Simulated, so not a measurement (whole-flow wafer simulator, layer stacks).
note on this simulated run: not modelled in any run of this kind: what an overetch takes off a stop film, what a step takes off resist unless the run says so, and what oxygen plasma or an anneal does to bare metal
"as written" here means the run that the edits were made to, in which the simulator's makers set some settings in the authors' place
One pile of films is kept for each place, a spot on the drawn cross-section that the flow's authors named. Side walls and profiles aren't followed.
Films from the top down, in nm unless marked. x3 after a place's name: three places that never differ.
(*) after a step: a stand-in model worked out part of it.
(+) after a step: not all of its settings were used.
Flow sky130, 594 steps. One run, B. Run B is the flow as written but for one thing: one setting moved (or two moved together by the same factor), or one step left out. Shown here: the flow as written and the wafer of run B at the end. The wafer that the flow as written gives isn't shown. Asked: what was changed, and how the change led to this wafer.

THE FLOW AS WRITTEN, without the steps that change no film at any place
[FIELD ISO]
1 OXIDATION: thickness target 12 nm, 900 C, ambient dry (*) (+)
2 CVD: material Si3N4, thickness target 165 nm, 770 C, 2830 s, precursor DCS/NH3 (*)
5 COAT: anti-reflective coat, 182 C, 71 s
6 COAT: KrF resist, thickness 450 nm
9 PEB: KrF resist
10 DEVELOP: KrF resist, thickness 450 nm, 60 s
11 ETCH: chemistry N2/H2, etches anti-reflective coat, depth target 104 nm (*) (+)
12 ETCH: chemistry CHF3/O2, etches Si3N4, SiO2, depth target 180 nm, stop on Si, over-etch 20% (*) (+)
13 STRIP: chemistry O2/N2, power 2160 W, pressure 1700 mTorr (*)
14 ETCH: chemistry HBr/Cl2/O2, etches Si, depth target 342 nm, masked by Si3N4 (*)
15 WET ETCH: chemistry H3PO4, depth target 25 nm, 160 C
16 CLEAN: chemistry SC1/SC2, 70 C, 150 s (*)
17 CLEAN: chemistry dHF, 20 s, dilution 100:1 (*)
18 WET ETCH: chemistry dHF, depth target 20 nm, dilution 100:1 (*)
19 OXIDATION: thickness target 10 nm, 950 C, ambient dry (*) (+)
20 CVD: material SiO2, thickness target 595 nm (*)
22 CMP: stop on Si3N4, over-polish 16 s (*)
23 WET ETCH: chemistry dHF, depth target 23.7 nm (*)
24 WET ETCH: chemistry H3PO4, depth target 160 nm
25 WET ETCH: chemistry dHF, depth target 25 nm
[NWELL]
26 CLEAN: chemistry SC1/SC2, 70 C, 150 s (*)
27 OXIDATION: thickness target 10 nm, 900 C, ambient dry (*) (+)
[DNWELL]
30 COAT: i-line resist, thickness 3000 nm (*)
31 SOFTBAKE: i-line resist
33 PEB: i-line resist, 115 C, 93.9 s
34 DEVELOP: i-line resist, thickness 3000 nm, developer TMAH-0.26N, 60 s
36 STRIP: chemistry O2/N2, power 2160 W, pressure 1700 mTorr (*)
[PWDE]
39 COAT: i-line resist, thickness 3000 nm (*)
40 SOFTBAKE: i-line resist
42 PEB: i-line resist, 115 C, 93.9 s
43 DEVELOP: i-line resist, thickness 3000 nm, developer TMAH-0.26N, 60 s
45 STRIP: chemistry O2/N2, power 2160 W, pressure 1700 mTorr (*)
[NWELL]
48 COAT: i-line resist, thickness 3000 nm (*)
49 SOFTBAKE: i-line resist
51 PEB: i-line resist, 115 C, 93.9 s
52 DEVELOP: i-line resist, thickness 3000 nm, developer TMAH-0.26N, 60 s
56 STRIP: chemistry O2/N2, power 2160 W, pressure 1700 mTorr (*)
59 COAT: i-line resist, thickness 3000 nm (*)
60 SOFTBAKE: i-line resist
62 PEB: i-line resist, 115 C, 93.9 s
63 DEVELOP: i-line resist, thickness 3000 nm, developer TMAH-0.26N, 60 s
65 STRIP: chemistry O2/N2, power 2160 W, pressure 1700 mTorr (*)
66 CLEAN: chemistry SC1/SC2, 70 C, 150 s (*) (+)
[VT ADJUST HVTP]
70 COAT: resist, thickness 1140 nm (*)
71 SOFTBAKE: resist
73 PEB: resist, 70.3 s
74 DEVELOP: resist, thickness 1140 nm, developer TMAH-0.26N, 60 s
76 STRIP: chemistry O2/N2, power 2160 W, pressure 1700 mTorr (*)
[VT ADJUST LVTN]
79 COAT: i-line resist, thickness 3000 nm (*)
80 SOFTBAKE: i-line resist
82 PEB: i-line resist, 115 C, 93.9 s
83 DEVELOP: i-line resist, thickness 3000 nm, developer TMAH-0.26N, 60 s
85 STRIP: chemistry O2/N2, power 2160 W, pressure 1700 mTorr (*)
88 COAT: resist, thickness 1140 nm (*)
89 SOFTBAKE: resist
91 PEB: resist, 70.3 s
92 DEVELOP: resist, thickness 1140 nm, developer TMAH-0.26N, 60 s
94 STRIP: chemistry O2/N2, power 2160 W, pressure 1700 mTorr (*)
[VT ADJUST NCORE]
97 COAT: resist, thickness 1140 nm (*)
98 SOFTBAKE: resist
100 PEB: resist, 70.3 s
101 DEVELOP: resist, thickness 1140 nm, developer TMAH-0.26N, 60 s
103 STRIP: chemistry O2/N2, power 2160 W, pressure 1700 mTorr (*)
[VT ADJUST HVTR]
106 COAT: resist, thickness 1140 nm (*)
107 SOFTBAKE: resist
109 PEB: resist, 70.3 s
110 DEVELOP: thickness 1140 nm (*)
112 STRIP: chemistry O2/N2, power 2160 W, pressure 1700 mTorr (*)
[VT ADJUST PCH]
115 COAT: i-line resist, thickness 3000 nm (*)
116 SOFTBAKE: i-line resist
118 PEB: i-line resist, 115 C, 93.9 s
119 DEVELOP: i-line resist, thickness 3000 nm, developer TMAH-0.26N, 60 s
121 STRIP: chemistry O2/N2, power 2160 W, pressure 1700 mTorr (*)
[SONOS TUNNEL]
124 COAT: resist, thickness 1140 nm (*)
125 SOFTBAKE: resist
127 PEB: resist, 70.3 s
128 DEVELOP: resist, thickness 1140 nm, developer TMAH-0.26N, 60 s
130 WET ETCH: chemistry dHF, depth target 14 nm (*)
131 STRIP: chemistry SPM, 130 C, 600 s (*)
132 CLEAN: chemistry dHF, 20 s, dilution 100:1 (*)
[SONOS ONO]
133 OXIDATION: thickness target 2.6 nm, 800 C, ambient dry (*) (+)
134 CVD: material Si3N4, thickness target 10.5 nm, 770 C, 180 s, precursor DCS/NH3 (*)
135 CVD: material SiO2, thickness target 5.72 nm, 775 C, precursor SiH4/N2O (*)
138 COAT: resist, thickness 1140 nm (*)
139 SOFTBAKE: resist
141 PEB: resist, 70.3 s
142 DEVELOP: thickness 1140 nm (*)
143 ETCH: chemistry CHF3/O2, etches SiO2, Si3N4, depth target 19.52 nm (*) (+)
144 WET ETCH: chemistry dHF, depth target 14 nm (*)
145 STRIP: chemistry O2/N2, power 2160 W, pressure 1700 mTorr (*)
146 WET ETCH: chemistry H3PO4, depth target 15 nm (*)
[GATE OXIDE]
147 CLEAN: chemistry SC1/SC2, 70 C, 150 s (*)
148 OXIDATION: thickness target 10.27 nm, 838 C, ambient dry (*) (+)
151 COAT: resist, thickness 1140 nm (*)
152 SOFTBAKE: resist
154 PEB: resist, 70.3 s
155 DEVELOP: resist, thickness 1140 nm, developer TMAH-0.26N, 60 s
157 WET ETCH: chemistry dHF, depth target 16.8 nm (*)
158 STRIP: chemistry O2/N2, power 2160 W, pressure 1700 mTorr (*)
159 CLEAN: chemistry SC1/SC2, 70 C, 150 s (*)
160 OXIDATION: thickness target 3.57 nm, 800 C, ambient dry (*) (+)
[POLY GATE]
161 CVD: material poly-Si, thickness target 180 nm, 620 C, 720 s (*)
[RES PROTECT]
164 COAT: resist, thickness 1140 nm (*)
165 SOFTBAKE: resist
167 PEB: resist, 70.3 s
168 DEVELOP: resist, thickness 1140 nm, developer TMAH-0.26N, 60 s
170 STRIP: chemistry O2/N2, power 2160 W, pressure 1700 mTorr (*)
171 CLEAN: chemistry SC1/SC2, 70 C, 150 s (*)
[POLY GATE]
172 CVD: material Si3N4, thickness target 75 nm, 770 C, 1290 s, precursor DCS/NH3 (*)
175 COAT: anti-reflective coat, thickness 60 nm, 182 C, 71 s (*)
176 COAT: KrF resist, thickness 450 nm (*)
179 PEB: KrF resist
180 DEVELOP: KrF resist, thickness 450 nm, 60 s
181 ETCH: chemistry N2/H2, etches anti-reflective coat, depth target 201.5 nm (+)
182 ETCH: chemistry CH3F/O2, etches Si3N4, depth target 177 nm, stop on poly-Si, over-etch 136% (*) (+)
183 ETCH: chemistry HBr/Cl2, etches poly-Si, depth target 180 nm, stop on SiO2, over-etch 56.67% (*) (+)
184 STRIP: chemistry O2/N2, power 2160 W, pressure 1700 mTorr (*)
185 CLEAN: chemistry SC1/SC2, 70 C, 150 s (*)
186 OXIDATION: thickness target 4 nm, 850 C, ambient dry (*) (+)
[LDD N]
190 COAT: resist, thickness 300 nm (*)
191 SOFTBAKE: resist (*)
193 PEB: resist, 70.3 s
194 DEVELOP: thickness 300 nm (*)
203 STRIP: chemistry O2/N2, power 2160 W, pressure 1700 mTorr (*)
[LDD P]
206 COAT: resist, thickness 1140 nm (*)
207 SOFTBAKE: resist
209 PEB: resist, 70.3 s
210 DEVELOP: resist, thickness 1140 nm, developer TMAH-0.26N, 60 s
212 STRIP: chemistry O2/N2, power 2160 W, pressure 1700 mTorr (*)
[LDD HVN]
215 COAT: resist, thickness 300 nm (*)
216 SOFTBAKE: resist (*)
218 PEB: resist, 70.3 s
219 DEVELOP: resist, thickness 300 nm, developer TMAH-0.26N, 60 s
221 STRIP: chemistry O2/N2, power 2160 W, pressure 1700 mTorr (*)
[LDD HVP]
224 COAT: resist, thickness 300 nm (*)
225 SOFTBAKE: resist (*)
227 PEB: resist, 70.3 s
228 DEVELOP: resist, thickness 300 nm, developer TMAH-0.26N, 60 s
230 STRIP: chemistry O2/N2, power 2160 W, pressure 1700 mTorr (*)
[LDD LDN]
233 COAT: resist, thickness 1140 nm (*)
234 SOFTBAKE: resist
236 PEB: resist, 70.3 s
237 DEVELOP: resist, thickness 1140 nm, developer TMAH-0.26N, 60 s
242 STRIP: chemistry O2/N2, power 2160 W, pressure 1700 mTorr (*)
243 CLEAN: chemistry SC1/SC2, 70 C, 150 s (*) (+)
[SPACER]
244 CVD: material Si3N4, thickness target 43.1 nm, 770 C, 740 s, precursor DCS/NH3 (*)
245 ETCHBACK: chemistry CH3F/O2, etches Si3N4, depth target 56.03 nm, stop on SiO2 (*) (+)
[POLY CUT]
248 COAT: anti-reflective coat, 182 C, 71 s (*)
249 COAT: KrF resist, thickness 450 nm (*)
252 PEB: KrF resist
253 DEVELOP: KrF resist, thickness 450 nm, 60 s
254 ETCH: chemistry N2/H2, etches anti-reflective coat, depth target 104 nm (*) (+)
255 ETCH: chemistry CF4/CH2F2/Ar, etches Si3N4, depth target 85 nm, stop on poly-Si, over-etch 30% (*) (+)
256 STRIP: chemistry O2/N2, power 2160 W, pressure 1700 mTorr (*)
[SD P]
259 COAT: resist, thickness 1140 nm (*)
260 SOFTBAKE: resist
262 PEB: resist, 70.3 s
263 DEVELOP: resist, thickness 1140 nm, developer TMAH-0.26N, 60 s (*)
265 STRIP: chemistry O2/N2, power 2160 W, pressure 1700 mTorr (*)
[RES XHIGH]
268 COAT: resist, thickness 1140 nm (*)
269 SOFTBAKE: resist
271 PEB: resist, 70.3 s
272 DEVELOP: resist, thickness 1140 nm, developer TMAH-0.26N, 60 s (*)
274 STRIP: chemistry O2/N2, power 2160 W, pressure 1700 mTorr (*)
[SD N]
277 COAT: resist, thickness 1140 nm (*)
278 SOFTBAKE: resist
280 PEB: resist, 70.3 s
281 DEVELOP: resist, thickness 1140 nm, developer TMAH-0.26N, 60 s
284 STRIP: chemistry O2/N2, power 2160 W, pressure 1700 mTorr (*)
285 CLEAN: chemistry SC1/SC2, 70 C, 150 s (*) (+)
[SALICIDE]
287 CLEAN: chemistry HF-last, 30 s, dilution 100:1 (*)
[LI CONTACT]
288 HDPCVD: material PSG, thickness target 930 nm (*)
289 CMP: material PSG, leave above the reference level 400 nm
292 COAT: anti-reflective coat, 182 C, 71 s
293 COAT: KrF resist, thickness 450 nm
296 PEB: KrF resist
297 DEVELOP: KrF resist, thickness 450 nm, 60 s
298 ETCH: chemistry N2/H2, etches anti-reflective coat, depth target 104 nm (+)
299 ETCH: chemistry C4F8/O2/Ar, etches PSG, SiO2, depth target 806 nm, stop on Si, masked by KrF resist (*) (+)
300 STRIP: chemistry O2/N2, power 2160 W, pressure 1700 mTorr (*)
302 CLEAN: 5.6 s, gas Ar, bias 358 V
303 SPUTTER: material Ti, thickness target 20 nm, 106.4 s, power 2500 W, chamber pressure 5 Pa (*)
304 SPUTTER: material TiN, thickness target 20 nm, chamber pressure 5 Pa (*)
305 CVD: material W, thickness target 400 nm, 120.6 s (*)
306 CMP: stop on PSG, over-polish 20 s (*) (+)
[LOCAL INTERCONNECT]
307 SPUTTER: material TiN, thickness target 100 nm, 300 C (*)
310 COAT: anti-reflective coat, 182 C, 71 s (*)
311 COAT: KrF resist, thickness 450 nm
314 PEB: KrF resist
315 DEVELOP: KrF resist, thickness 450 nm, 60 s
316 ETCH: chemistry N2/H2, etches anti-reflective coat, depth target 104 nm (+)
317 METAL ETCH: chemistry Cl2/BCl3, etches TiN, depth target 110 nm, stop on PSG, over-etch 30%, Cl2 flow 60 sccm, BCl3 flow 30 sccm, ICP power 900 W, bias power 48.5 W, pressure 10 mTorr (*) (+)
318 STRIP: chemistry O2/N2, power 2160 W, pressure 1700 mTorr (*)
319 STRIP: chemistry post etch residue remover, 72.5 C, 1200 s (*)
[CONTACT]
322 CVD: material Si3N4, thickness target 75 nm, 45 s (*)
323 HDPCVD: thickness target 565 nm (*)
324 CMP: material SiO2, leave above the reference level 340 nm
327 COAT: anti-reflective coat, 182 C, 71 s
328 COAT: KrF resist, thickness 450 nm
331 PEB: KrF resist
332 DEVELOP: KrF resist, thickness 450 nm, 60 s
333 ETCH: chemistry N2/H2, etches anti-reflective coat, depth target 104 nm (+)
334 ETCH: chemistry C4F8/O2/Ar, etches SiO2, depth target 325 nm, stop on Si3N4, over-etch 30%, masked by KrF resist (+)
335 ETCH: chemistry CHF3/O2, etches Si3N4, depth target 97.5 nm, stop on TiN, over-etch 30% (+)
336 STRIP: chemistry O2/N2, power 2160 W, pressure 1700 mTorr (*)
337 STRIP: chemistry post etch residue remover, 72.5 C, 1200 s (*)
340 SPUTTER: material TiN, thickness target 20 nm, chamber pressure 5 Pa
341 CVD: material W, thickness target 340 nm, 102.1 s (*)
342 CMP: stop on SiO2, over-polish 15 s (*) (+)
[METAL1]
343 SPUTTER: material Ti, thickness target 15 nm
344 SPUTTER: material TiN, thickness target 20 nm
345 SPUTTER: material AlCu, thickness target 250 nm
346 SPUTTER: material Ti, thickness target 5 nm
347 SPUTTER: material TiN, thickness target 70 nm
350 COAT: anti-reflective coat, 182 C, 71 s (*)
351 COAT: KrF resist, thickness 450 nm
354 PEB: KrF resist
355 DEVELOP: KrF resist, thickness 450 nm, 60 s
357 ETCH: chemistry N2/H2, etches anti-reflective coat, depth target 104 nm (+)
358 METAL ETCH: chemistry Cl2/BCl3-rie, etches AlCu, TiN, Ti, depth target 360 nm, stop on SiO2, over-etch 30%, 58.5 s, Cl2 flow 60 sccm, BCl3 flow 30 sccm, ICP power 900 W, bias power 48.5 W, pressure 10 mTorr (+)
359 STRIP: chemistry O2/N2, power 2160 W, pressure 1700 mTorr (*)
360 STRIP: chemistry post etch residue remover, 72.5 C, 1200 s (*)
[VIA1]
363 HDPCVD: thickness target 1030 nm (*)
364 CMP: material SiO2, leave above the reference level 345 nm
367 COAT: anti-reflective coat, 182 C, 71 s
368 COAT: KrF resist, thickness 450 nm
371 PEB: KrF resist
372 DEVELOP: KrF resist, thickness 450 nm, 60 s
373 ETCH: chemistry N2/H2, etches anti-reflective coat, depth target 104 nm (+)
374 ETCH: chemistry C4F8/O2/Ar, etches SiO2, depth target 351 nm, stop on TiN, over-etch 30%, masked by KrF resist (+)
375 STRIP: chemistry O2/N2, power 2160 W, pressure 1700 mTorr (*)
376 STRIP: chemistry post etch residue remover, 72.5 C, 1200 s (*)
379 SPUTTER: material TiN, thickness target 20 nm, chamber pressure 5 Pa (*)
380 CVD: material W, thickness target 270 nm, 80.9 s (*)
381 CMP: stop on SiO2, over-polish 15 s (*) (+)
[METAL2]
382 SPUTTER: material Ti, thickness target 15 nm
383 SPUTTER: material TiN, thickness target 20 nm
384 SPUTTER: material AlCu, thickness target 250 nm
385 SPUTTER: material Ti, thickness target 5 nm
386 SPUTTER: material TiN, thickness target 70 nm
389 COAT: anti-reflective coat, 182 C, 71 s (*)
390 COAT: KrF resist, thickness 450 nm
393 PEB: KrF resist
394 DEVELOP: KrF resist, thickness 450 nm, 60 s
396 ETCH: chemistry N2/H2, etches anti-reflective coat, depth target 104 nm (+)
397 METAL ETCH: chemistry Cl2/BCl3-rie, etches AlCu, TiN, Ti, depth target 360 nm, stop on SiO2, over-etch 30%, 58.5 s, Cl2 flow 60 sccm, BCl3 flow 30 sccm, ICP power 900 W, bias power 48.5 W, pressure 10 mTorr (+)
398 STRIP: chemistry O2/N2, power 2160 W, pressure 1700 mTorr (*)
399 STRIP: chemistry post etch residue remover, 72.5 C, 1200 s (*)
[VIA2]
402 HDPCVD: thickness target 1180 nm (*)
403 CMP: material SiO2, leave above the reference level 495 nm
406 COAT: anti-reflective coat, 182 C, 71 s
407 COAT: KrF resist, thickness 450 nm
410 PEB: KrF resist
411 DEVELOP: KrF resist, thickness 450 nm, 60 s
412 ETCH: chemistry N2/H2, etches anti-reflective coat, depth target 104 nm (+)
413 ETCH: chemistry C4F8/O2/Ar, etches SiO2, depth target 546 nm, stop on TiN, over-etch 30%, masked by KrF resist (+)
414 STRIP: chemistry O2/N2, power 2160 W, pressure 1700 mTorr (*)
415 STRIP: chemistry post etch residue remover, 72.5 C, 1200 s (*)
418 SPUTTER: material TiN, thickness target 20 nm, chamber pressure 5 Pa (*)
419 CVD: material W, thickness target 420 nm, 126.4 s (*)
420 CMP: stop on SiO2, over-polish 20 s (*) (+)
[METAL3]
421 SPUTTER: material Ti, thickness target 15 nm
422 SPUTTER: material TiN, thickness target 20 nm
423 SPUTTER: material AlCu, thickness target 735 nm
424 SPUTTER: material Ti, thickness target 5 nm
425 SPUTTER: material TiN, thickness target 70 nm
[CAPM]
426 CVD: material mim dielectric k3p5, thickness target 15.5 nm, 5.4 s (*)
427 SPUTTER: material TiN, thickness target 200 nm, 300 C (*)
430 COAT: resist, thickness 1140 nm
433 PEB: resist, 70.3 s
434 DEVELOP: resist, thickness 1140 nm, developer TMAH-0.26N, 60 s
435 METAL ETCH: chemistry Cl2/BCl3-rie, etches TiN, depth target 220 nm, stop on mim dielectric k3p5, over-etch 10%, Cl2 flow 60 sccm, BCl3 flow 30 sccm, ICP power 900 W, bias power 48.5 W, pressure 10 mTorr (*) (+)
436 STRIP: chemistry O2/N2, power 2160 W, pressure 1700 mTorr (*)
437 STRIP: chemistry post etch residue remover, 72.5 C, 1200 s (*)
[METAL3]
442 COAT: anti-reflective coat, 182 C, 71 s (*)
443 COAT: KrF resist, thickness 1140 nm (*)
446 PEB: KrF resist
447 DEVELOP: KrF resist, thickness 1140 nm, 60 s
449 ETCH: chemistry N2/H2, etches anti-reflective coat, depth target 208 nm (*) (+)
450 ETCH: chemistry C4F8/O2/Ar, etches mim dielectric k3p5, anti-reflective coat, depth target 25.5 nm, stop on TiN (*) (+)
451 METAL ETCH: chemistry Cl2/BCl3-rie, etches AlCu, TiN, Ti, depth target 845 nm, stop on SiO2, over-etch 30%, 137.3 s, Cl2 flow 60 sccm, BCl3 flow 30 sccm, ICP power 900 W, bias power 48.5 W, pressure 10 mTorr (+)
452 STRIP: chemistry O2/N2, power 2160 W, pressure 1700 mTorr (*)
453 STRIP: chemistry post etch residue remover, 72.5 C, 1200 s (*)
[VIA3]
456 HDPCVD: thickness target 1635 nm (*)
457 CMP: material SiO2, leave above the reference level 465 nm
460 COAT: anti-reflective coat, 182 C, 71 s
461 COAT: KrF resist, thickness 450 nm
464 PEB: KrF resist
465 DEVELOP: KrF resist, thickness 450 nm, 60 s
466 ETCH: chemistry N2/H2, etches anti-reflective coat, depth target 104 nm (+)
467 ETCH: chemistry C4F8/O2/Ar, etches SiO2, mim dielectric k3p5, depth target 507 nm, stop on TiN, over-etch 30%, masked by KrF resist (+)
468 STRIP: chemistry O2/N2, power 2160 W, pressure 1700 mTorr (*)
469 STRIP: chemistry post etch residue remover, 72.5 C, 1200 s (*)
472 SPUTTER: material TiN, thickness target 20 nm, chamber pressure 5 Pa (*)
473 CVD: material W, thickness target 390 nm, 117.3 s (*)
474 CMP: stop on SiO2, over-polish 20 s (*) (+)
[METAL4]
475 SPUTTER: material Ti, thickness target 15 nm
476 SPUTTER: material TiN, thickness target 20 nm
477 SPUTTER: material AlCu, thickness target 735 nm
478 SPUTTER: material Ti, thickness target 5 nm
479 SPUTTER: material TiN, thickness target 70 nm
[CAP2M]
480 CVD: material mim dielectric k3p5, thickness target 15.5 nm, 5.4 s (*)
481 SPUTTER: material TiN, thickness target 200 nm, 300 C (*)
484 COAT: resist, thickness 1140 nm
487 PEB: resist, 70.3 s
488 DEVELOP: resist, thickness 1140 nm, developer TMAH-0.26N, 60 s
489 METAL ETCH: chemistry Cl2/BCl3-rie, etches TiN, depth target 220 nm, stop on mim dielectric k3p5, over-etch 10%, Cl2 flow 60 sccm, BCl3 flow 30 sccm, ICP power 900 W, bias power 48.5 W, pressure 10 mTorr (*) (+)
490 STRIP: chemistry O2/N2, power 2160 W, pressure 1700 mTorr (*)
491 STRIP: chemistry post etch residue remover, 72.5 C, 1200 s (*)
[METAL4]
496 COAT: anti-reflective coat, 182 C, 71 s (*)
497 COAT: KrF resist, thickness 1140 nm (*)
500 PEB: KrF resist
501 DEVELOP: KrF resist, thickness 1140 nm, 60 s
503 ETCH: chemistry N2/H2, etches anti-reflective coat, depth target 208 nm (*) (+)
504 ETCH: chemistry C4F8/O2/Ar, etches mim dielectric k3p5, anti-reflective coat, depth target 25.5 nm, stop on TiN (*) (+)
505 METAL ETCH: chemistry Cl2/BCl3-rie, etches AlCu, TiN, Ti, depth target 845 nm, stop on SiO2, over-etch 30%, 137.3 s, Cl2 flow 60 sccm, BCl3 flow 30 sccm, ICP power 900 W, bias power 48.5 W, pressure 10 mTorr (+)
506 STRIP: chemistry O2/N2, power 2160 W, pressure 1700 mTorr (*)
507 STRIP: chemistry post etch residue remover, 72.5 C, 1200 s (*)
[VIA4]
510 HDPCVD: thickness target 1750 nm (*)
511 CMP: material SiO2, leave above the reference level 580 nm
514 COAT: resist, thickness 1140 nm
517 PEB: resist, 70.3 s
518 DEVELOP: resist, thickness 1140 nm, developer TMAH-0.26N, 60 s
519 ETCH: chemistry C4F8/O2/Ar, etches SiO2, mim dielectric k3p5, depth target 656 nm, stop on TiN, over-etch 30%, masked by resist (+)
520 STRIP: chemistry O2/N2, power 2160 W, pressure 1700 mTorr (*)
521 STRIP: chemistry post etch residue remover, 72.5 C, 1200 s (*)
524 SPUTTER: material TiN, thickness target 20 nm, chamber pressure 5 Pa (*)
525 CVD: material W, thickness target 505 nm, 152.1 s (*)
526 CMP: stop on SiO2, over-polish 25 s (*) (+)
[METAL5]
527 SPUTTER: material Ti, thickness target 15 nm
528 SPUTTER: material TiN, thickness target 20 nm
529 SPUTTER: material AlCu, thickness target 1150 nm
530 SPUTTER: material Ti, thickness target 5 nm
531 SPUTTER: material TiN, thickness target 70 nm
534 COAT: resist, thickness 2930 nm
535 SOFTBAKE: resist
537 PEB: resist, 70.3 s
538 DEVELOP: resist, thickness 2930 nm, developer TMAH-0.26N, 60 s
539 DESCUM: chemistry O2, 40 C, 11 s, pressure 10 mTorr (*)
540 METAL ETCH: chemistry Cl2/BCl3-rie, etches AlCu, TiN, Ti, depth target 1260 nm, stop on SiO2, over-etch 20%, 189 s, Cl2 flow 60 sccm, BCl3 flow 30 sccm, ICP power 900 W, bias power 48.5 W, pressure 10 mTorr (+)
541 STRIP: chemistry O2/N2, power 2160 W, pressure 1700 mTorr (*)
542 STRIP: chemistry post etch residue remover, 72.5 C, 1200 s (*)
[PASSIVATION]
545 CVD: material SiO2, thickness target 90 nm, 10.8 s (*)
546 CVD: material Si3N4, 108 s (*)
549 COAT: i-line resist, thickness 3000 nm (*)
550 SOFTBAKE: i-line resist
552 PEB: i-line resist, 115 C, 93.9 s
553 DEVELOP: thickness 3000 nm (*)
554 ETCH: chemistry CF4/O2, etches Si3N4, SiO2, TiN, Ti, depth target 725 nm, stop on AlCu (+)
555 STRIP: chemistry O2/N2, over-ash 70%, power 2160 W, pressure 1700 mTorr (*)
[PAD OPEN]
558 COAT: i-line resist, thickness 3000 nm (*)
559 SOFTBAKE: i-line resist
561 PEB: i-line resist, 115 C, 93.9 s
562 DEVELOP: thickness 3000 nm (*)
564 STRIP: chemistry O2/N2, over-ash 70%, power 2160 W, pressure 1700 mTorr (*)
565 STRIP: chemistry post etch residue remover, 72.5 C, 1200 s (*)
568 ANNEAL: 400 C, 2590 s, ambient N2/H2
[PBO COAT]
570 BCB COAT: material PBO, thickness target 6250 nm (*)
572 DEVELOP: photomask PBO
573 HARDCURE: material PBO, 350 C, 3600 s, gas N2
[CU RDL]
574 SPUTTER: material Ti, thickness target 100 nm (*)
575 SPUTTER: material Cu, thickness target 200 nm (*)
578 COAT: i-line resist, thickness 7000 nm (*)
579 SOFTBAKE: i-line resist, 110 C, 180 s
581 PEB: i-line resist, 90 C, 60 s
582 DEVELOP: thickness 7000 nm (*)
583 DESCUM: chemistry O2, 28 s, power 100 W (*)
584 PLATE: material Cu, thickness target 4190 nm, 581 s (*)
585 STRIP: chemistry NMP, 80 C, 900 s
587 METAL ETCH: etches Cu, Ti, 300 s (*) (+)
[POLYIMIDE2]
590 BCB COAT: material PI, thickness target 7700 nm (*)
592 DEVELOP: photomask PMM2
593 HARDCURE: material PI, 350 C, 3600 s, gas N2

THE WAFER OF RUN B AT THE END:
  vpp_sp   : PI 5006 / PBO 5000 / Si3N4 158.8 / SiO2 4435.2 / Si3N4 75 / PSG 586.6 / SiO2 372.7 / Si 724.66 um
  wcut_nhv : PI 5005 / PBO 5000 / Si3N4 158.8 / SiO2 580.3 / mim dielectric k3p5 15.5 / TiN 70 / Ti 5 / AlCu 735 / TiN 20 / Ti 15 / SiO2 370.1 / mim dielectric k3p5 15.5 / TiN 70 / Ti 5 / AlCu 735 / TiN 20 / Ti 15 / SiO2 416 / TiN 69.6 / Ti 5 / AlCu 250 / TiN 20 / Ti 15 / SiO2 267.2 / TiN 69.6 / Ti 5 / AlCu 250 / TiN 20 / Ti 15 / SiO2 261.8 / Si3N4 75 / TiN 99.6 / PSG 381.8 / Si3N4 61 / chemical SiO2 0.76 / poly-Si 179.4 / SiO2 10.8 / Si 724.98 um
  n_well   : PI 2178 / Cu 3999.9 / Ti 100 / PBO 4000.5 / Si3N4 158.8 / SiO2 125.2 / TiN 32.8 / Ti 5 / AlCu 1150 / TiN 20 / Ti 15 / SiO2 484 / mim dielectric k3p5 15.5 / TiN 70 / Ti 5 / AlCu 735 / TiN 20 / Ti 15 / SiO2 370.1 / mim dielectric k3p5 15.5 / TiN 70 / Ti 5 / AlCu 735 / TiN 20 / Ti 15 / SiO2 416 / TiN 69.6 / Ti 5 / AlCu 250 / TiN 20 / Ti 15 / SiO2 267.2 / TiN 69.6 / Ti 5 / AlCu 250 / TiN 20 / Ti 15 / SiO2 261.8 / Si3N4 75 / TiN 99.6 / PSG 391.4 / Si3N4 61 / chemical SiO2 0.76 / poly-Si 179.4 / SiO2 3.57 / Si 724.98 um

The cause: step 531, SPUTTER: thickness target 33.2 nm was run, where the flow has thickness target 70 nm.

How the change led to this, step by step:
  531 SPUTTER: material TiN, thickness target 70 nm
      field, active, n_well and 190 more: TiN +33.2 (new film) (as written it would be: TiN +70 (new film))
  540 METAL ETCH: chemistry Cl2/BCl3-rie, etches AlCu, TiN, Ti, depth target 1260 nm, stop on SiO2, over-etch 20%, 189 s, Cl2 flow 60 sccm, BCl3 flow 30 sccm, ICP power 900 W, bias power 48.5 W, pressure 10 mTorr (+)
      field, active, gate and 175 more: TiN -33.2 (all of it), Ti -5 (all of it), AlCu -1150 (all of it), TiN -20 (all of it), Ti -15 (all of it), SiO2 -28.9 (as written it would be: TiN -70 (all of it), Ti -5 (all of it), AlCu -1150 (all of it), TiN -20 (all of it), Ti -15 (all of it), SiO2 -25.2)
  550 SOFTBAKE: i-line resist
      gate_p_lvt, iso_guard_hv_nw: i-line resist +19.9 (as written it would be: i-line resist +20.6)
      field: i-line resist -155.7 (as written it would be: i-line resist -158.9)
      (and at 58 more places)
  552 PEB: i-line resist, 115 C, 93.9 s
      n_well, p_well, sd_n, sd_p, pad: i-line resist -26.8 (as written it would be: i-line resist -26.2)
  554 ETCH: chemistry CF4/O2, etches Si3N4, SiO2, TiN, Ti, depth target 725 nm, stop on AlCu (+)
      field, active, n_well and 189 more: i-line resist -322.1 (as written it would be: i-line resist -358.9)
      pad: Si3N4 -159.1 (all of it), SiO2 -125.2 (all of it), TiN -32.8 (all of it), Ti -5 (all of it) (as written it would be: Si3N4 -159.1 (all of it), SiO2 -125.2 (all of it), TiN -69.6 (all of it), Ti -5 (all of it))
  555 STRIP: chemistry O2/N2, over-ash 70%, power 2160 W, pressure 1700 mTorr (*)
      n_well, p_well, sd_n, sd_p: i-line resist -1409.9 (all of it) (as written it would be: i-line resist -1340.8 (all of it))
      m1: i-line resist -1432.5 (all of it) (as written it would be: i-line resist -1364.1 (all of it))
      (and at 8 more places)
  559 SOFTBAKE: i-line resist
      gate_p_lvt, iso_guard_hv_nw: i-line resist +19.9 (as written it would be: i-line resist +20.6)
      gate: i-line resist -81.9 (as written it would be: i-line resist -85.5)
      (and at 62 more places)
  579 SOFTBAKE: i-line resist, 110 C, 180 s
      m5_stack_ln: i-line resist -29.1 (as written it would be: i-line resist -30)
